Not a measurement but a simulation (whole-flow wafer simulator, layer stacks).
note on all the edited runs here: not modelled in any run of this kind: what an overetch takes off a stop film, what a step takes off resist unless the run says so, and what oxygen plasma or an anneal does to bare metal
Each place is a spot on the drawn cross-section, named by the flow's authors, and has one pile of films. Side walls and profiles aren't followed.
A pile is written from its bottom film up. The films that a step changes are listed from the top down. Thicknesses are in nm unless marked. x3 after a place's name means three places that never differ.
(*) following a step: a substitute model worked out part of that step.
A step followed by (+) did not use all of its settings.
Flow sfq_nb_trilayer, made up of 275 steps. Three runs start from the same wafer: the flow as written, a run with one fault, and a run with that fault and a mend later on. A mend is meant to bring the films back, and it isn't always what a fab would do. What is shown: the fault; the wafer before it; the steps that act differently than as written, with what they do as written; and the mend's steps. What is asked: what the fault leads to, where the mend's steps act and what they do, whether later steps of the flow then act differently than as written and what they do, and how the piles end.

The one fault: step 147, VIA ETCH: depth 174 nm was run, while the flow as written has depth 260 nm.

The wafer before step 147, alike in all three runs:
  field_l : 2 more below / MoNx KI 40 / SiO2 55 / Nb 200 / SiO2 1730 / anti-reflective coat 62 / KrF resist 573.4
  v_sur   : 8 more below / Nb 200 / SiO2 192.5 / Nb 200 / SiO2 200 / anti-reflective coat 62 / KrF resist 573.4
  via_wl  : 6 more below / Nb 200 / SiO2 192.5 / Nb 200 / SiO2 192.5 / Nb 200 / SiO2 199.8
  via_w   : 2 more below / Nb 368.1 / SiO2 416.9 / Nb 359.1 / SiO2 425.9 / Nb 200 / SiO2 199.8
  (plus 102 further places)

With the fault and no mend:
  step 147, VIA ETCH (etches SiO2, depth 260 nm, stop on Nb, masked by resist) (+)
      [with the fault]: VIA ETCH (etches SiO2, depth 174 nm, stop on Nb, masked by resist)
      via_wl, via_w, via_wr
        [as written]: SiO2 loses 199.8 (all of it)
        [with the fault]: SiO2 loses 174
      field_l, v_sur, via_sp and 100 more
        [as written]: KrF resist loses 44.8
        [with the fault]: KrF resist loses 30
  Later steps of the flow acting differently than as written (not shown: 6 more steps that differ only slightly, by at most 2% or 0.5 nm, whichever is larger):
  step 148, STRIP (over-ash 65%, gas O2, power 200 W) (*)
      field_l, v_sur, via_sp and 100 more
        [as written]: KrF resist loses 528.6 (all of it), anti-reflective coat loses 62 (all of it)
        [with the fault]: KrF resist loses 543.4 (all of it), anti-reflective coat loses 62 (all of it)
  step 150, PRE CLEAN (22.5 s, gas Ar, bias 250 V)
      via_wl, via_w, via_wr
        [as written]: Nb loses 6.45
        [with the fault]: SiO2 loses 7.5
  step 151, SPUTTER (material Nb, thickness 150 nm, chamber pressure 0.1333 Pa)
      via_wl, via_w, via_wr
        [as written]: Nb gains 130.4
        [with the fault]: Nb gains 133.3 (new film)
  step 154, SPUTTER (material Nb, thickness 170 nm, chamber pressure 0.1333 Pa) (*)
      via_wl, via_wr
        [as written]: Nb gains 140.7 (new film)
        [with the fault]: Nb gains 145 (new film)
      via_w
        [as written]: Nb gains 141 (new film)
        [with the fault]: Nb gains 145.3 (new film)
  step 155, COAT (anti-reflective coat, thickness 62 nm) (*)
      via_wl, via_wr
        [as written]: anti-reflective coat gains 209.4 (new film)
        [with the fault]: anti-reflective coat gains 185.3 (new film)
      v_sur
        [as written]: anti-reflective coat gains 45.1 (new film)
        [with the fault]: anti-reflective coat gains 46.3 (new film)
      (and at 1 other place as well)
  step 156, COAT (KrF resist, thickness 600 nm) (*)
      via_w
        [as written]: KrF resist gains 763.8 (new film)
        [with the fault]: KrF resist gains 740.3 (new film)
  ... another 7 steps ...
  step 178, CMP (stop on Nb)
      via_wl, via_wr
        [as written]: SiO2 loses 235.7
        [with the fault]: SiO2 loses 263.3
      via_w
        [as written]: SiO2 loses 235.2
        [with the fault]: SiO2 loses 262.8
  At via_wl, via_w, via_wr, the piles at the end differ from the flow's by more than 2% or 0.5 nm, whichever is larger.
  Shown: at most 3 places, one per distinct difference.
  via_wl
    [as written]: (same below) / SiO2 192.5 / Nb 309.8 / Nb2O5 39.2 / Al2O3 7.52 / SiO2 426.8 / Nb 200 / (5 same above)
    [with the fault]: (same below) / SiO2 192.5 / Nb 200 / SiO2 18.3 / Nb 119.2 / Nb2O5 39 / Al2O3 7.6 / SiO2 399.2 / Nb 200 / (5 same above)
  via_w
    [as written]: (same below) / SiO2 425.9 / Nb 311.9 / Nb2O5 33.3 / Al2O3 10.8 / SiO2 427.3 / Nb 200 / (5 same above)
    [with the fault]: (same below) / SiO2 425.9 / Nb 200 / SiO2 18.3 / Nb 121.4 / Nb2O5 32.8 / Al2O3 11.1 / SiO2 399.7 / Nb 200 / (5 same above)

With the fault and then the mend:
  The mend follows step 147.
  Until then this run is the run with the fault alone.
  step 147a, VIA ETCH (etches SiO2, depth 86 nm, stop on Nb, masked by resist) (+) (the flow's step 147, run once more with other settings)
      field_l, v_sur, via_sp and 100 more
        KrF resist loses 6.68
      via_wl, via_w, via_wr
        SiO2 loses 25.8 (all of it)
  Every later step of the flow that is run acts as written, at every place that is followed, to within 2% or 0.5 nm, whichever is larger.
  The piles end the same as the flow's at every place that both follow.
